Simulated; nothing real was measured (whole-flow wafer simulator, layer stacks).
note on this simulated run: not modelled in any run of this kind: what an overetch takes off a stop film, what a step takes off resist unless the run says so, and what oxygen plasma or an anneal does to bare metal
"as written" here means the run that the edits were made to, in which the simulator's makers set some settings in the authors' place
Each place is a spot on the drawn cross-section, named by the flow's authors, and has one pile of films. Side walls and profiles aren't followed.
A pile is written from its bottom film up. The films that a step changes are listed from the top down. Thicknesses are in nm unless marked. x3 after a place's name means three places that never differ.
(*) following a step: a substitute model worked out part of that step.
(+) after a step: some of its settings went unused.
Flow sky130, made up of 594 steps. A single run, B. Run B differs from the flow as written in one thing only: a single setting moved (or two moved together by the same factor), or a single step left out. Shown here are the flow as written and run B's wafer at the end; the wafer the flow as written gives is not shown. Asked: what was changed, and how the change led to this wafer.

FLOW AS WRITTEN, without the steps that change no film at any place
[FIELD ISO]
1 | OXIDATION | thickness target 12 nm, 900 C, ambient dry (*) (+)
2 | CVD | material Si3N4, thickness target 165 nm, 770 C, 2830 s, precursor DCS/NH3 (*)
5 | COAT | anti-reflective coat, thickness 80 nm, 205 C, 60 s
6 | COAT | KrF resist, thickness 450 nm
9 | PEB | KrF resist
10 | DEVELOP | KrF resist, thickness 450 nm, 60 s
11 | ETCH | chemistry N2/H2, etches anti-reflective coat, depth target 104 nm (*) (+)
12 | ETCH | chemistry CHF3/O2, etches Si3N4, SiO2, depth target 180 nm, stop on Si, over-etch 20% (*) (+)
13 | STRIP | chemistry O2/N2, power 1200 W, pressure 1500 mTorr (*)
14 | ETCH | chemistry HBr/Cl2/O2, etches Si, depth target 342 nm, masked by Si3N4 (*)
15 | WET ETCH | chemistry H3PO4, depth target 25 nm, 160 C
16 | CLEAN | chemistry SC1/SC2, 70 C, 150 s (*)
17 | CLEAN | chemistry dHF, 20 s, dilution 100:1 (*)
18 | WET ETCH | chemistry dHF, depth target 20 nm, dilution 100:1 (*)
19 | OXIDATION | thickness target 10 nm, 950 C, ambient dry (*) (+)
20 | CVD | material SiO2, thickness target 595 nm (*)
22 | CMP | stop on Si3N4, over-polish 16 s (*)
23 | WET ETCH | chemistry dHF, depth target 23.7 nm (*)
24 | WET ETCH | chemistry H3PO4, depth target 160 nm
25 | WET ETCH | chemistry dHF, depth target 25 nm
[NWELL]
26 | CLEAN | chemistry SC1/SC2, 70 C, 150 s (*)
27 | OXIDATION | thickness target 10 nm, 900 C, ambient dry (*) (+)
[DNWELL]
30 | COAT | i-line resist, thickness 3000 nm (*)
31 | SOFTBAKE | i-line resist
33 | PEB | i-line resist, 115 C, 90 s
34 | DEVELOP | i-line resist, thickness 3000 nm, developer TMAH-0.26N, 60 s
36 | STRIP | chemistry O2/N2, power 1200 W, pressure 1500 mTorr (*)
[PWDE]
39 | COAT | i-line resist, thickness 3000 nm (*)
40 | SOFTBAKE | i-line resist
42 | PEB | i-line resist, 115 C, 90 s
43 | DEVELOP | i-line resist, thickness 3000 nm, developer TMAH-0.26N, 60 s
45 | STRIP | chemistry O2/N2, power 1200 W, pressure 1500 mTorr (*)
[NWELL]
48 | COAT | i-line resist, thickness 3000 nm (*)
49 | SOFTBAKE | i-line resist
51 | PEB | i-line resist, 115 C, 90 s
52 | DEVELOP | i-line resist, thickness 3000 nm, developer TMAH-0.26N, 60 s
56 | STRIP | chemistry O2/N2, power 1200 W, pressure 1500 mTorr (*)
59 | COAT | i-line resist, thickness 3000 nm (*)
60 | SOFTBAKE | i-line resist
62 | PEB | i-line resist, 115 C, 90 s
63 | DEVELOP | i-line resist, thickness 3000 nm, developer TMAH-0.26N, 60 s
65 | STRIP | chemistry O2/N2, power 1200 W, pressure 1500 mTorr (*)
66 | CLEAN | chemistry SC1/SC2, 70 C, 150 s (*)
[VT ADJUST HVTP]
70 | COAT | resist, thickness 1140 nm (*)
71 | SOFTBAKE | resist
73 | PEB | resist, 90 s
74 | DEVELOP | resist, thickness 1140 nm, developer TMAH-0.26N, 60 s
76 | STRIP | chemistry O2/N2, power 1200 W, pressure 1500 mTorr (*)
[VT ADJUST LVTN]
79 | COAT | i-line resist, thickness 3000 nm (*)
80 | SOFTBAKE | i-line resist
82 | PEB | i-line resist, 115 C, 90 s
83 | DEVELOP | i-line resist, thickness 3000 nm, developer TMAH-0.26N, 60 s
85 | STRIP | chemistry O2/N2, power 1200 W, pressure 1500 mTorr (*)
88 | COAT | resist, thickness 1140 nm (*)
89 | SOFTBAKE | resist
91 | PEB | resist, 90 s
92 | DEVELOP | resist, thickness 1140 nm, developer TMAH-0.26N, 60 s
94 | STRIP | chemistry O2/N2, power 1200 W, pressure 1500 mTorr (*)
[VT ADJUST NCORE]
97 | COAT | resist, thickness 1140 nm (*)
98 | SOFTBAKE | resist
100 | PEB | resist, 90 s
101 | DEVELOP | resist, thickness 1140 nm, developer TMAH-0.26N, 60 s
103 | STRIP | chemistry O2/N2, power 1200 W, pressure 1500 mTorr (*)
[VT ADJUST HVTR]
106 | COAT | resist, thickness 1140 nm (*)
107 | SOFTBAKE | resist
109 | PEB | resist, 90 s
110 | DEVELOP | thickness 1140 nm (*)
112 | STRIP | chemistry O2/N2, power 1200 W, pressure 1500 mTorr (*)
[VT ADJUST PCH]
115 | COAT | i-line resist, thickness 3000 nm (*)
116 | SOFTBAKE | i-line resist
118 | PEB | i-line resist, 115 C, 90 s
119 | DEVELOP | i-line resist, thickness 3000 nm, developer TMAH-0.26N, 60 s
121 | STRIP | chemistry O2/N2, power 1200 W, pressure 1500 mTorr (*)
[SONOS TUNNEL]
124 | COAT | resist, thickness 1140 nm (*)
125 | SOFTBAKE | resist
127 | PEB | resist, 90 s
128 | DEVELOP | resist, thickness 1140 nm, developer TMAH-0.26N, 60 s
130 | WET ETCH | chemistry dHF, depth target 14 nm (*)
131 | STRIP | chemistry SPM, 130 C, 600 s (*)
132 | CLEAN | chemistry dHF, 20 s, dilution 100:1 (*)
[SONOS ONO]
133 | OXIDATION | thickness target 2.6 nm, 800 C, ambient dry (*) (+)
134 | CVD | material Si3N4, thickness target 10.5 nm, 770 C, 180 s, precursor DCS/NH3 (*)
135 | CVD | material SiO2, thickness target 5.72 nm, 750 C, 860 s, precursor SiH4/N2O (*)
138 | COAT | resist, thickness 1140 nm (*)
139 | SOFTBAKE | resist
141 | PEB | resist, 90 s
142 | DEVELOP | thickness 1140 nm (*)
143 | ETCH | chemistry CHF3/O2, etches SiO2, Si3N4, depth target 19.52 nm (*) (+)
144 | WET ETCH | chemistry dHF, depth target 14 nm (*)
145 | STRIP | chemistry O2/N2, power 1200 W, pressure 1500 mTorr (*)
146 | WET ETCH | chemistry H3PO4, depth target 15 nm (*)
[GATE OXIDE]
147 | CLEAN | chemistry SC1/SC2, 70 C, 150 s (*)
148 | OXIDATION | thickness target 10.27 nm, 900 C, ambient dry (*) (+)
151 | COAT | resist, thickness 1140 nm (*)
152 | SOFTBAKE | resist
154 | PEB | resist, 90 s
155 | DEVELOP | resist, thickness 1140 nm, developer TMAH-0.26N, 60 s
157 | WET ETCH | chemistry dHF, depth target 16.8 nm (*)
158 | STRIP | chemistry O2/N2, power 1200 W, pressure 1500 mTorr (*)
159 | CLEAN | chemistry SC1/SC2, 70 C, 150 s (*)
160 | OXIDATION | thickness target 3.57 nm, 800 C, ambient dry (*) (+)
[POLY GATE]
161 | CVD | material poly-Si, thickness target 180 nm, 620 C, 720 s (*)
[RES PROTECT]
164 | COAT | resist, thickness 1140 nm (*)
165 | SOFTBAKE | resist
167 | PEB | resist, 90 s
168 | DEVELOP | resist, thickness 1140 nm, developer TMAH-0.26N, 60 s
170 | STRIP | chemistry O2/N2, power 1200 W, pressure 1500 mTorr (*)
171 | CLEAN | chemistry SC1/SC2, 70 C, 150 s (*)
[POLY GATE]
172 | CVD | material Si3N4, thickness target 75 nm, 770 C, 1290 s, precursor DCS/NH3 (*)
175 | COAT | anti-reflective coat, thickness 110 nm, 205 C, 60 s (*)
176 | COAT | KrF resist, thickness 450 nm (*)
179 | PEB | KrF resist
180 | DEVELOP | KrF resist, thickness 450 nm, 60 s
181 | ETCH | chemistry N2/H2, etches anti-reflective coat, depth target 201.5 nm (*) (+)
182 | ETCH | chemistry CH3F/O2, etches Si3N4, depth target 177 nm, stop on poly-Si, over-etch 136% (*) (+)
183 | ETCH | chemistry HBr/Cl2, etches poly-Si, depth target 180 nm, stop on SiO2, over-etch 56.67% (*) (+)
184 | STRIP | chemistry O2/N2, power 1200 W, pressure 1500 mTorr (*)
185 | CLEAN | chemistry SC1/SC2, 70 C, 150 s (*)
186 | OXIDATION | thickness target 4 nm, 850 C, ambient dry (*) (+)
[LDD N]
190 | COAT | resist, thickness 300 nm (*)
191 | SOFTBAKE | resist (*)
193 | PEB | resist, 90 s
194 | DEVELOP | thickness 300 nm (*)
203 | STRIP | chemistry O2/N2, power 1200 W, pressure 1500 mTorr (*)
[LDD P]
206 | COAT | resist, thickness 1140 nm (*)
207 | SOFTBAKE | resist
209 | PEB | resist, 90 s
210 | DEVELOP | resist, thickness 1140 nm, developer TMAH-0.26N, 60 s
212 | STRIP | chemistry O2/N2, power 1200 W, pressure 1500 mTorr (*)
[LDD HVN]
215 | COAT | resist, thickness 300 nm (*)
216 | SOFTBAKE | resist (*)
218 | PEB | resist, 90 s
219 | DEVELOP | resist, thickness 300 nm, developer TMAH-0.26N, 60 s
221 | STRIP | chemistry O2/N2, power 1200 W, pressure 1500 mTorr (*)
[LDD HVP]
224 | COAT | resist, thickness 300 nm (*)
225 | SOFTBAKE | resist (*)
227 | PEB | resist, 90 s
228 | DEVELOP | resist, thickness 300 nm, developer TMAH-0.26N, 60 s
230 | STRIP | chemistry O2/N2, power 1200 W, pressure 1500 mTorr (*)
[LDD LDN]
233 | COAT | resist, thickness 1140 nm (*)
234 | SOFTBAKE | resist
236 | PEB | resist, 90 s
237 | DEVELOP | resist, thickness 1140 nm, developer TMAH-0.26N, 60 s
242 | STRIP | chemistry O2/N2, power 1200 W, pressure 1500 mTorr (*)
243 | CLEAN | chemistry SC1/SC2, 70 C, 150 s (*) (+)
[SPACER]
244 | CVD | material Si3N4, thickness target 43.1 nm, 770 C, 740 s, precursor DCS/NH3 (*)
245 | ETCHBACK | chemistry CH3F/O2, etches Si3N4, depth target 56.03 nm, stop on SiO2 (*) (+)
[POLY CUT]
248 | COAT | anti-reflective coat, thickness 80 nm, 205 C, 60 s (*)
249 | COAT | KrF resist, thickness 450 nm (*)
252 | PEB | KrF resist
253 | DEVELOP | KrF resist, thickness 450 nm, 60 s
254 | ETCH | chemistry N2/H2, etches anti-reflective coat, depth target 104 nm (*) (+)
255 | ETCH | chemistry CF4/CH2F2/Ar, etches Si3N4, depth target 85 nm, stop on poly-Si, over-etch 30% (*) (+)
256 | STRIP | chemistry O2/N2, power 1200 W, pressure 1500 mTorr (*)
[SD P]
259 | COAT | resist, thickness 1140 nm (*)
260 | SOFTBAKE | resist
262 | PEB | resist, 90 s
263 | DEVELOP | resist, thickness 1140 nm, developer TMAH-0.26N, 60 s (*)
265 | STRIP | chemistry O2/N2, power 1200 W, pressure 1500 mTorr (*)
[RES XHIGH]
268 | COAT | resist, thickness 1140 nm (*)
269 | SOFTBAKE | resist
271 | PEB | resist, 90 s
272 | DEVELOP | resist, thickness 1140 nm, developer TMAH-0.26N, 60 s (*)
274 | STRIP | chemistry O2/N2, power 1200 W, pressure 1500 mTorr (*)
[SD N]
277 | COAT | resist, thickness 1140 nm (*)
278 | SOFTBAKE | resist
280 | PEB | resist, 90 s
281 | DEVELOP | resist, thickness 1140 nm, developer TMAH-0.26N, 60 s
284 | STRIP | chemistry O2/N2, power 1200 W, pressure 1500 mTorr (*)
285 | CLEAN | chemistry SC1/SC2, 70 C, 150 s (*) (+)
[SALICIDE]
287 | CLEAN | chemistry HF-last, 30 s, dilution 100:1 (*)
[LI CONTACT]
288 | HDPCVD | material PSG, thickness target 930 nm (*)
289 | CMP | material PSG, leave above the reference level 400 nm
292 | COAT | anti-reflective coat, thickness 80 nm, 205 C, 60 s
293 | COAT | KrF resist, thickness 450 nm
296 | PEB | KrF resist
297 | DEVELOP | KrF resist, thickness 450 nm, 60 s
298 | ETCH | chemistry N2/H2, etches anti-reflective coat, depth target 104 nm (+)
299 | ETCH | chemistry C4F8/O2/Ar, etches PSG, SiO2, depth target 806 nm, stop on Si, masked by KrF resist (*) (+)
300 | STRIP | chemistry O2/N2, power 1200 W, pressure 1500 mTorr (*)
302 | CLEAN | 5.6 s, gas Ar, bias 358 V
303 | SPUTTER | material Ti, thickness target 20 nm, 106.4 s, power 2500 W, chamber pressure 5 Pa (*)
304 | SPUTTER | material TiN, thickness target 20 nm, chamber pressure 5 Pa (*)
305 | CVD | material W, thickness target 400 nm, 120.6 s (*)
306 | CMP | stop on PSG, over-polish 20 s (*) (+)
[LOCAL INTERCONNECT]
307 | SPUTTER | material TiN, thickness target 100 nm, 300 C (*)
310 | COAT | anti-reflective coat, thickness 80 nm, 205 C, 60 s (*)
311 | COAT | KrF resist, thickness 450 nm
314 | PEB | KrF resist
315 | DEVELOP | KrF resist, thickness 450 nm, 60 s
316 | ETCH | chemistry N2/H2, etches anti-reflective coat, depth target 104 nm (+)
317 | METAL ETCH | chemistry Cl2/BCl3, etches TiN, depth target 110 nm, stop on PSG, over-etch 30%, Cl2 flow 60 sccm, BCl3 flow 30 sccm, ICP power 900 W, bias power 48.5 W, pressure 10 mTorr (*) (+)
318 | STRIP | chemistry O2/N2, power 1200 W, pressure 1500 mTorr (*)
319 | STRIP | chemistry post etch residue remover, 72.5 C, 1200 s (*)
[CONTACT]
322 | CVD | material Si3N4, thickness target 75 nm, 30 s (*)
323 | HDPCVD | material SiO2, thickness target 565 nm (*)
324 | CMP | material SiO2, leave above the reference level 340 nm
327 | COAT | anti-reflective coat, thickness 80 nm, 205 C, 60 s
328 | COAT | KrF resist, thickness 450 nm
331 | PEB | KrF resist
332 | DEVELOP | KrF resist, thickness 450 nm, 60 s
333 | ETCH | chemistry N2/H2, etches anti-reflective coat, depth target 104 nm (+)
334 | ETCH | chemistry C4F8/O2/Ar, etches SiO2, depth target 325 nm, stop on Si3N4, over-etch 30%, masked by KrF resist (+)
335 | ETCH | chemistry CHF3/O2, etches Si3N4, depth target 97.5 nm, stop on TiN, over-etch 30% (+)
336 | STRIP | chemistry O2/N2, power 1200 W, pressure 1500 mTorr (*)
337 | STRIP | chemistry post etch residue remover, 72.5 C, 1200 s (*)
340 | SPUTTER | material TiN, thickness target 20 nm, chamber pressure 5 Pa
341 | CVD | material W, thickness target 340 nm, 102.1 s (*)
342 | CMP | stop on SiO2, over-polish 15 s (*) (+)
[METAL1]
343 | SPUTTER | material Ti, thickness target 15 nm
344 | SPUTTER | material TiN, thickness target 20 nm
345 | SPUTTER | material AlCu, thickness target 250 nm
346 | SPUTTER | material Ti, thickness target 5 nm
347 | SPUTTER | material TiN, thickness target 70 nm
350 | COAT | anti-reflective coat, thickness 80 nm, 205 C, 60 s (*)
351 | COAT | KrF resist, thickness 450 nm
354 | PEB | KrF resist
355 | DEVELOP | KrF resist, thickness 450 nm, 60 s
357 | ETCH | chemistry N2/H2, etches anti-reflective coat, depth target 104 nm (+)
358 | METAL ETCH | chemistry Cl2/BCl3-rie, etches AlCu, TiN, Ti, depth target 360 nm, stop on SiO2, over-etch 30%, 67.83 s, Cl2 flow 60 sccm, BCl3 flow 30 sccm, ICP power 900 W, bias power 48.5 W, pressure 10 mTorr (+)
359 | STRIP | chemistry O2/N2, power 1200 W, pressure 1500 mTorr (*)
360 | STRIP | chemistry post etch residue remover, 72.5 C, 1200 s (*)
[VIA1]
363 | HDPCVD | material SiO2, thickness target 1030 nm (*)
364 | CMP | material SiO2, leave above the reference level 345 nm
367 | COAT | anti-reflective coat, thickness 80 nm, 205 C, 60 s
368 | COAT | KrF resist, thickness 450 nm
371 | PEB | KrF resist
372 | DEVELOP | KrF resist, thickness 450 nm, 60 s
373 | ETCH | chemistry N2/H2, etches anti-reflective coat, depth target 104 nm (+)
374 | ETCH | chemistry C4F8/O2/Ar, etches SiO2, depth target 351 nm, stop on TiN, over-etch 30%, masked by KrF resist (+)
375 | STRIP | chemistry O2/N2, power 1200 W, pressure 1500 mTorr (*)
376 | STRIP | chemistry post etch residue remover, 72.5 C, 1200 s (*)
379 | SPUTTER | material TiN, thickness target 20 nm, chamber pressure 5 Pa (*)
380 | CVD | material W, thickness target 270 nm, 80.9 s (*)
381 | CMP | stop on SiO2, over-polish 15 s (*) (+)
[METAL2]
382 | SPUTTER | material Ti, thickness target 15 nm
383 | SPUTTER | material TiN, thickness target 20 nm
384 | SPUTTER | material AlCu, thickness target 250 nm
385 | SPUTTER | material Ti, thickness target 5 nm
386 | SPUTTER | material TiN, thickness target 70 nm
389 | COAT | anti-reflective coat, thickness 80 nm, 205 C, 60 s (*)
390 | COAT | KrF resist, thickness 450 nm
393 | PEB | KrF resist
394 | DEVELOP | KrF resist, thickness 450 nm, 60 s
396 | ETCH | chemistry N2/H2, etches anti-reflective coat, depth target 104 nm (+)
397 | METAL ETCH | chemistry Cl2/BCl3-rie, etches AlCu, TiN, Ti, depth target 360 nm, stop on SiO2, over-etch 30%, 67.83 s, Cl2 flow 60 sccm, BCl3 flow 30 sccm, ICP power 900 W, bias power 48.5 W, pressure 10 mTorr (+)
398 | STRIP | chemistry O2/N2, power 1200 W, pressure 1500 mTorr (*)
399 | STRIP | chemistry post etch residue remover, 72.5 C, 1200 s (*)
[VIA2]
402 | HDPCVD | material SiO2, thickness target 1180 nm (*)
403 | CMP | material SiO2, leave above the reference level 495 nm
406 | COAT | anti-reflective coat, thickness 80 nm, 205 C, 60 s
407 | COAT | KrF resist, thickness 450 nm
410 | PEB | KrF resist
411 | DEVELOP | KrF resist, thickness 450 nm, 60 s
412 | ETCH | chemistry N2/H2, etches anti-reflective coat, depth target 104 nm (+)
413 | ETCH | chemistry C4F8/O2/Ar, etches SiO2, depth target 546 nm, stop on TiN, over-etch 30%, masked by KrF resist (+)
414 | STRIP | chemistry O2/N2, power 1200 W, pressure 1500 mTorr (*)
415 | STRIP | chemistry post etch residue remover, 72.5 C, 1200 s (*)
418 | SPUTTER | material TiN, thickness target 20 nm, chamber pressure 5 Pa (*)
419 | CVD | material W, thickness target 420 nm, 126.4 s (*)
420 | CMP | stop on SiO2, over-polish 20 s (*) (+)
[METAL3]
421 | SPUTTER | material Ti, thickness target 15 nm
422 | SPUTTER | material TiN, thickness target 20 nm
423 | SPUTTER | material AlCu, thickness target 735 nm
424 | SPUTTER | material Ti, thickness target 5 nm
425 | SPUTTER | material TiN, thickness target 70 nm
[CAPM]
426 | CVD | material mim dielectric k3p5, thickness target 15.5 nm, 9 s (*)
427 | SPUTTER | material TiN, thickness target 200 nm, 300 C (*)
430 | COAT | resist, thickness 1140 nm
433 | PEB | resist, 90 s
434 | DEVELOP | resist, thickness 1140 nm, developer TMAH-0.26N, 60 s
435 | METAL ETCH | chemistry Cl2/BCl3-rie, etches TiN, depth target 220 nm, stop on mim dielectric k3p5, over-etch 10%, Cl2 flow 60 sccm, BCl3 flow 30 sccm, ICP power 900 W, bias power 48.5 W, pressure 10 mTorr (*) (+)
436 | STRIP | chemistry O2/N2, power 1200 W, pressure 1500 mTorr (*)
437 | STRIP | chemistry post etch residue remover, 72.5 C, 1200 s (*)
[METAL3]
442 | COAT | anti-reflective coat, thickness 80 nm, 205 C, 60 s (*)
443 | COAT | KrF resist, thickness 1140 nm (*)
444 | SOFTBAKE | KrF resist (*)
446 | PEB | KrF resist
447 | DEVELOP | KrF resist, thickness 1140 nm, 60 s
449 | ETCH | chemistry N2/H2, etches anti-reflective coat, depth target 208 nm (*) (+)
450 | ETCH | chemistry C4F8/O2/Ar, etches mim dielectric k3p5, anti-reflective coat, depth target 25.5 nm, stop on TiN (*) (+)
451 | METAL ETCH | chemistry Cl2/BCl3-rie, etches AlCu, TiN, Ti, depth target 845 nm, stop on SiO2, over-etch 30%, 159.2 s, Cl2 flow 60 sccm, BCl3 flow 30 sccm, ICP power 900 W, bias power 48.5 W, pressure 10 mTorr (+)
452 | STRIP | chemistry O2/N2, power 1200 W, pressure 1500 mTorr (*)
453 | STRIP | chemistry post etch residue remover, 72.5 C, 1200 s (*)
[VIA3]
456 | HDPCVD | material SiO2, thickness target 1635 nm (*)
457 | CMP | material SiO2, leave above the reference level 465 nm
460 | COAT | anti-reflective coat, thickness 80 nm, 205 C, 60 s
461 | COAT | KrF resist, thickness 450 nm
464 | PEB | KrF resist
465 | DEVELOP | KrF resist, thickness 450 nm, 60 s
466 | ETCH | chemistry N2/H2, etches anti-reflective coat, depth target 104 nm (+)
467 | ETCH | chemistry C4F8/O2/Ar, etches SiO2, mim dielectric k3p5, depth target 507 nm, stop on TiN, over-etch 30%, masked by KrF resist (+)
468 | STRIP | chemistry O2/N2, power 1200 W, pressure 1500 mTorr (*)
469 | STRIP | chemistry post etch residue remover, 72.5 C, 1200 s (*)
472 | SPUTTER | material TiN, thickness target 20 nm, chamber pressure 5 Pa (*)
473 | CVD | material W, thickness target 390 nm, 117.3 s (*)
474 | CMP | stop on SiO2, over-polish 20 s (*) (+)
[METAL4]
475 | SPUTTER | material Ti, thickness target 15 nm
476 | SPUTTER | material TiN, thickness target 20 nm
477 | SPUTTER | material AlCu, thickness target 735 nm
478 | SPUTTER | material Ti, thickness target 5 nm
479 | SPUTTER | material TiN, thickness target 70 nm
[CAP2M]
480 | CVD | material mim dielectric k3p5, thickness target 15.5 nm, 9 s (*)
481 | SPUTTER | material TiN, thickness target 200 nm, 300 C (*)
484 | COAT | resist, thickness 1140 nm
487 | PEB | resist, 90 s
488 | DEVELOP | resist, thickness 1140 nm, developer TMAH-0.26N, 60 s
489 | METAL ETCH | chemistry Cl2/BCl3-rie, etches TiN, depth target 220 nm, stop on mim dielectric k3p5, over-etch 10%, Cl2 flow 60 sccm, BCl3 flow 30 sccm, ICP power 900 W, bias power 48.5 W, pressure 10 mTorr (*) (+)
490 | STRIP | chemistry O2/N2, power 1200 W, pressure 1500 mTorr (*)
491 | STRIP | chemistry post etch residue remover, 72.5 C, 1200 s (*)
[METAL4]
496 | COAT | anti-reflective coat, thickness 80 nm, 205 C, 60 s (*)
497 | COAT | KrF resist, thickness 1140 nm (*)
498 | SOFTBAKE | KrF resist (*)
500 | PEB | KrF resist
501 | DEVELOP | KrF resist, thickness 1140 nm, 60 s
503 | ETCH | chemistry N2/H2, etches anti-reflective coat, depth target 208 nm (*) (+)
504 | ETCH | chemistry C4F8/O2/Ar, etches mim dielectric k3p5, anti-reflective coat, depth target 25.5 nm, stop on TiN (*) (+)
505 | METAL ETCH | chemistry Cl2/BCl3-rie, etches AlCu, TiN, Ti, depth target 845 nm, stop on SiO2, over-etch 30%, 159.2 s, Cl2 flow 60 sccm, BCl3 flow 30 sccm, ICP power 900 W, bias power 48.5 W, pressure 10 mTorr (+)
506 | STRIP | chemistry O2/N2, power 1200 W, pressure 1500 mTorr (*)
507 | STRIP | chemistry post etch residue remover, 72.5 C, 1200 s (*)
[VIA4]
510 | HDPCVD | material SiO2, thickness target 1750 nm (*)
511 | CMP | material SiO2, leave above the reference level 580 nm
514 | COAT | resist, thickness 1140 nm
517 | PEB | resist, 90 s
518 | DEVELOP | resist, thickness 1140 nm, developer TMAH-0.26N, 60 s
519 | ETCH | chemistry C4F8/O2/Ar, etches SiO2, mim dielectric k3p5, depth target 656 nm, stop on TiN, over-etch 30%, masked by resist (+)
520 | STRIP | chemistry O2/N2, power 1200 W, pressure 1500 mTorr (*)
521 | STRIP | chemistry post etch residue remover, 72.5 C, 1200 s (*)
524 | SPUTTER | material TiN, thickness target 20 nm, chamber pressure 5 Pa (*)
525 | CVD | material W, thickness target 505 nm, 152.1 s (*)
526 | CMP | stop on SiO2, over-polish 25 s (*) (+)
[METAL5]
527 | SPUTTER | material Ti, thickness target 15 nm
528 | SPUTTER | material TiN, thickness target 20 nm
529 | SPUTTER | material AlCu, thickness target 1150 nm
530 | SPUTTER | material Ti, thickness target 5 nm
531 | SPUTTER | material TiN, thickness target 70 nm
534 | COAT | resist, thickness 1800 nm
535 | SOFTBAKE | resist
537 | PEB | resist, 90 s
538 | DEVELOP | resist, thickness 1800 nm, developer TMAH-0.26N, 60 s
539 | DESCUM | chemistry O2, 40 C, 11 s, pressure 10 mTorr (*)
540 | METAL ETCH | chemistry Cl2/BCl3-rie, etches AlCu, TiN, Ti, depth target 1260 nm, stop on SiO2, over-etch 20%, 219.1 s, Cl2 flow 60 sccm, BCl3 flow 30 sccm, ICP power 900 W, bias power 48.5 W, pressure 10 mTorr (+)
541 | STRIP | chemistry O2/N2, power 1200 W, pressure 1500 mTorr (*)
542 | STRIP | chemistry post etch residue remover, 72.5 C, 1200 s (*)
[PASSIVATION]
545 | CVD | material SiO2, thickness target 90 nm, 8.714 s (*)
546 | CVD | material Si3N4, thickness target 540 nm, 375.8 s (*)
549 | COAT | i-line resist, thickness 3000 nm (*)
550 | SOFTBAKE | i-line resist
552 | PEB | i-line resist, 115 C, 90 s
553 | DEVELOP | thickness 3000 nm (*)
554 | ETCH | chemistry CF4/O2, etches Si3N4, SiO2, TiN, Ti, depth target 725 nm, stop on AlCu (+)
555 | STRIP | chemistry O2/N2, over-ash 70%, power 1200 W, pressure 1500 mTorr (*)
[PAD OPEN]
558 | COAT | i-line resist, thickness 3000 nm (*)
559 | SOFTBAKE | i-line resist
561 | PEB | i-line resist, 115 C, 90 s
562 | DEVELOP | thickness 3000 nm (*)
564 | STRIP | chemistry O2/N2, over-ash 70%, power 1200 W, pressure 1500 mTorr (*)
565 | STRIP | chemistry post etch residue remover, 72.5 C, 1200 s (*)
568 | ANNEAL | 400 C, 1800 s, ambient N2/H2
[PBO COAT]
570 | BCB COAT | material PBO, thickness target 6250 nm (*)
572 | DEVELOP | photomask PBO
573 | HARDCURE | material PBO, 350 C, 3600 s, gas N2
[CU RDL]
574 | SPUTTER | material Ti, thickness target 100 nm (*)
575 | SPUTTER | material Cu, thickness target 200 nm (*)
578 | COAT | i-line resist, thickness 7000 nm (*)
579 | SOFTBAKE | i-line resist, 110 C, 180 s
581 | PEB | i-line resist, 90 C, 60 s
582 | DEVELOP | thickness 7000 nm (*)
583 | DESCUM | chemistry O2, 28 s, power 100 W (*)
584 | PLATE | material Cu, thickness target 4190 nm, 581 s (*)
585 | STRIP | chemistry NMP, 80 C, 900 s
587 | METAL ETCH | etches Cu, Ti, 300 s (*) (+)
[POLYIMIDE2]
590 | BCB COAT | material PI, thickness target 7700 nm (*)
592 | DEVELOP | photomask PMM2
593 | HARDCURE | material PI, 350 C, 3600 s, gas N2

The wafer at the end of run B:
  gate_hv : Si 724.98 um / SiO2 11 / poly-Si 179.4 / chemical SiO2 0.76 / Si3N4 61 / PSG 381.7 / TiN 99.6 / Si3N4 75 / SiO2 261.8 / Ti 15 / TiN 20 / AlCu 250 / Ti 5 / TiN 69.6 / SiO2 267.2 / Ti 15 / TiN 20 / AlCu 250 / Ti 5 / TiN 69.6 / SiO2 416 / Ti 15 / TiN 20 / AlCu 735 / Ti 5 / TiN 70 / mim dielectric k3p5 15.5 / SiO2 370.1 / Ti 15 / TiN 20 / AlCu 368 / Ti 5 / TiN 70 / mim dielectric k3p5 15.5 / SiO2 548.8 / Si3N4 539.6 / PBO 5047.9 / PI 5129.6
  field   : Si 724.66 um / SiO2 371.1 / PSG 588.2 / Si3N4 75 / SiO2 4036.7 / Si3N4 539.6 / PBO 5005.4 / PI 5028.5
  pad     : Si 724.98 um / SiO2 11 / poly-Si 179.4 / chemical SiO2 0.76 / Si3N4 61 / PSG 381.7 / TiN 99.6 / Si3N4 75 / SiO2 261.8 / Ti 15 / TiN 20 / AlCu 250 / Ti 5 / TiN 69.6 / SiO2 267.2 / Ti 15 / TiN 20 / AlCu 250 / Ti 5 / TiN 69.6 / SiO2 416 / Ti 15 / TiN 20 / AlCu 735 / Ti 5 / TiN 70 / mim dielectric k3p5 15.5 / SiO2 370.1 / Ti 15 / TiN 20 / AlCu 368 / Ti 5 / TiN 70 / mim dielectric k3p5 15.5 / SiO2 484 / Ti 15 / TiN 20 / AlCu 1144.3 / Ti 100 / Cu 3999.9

Cause: step 477, SPUTTER: thickness target 368 nm was run, whereas the flow has thickness target 735 nm.
One can read it off the wafer: gate_hv has AlCu 368, and step 477 as written asks for 735 nm.

The path from the change to this, step by step:
  477 | SPUTTER | material AlCu, thickness target 735 nm
      field, active, n_well and 189 more: +368 AlCu (new film) (in the flow as written it would be: +735 AlCu (new film))
  505 | METAL ETCH | chemistry Cl2/BCl3-rie, etches AlCu, TiN, Ti, depth target 845 nm, stop on SiO2, over-etch 30%, 159.2 s, Cl2 flow 60 sccm, BCl3 flow 30 sccm, ICP power 900 W, bias power 48.5 W, pressure 10 mTorr (+)
      field, active, gate and 70 more: -70 TiN (all of it), -5 Ti (all of it), -368 AlCu (all of it), -20 TiN (all of it), -15 Ti (all of it), -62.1 SiO2 (in the flow as written it would be: -70 TiN (all of it), -5 Ti (all of it), -735 AlCu (all of it), -20 TiN (all of it), -15 Ti (all of it), -25.4 SiO2)
      vpp_iso1, mim_edge_plate, m1_ln and 11 more: -70 TiN (all of it), -5 Ti (all of it), -368 AlCu (all of it), -20 TiN (all of it), -15 Ti (all of it), -62.1 SiO2 (in the flow as written it would be: -70 TiN (all of it), -5 Ti (all of it), -735 AlCu (all of it), -20 TiN (all of it), -15 Ti (all of it), -25.3 SiO2)
      (as well as at 1 more place)
  511 | CMP | material SiO2, leave above the reference level 580 nm
      field, active, gate and 62 more: -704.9 SiO2 (in the flow as written it would be: -374.7 SiO2)
      vpp_ln, vpp_iso2, mim_edge_plate and 11 more: -705 SiO2 (in the flow as written it would be: -374.7 SiO2)
      (as well as at 9 more places)
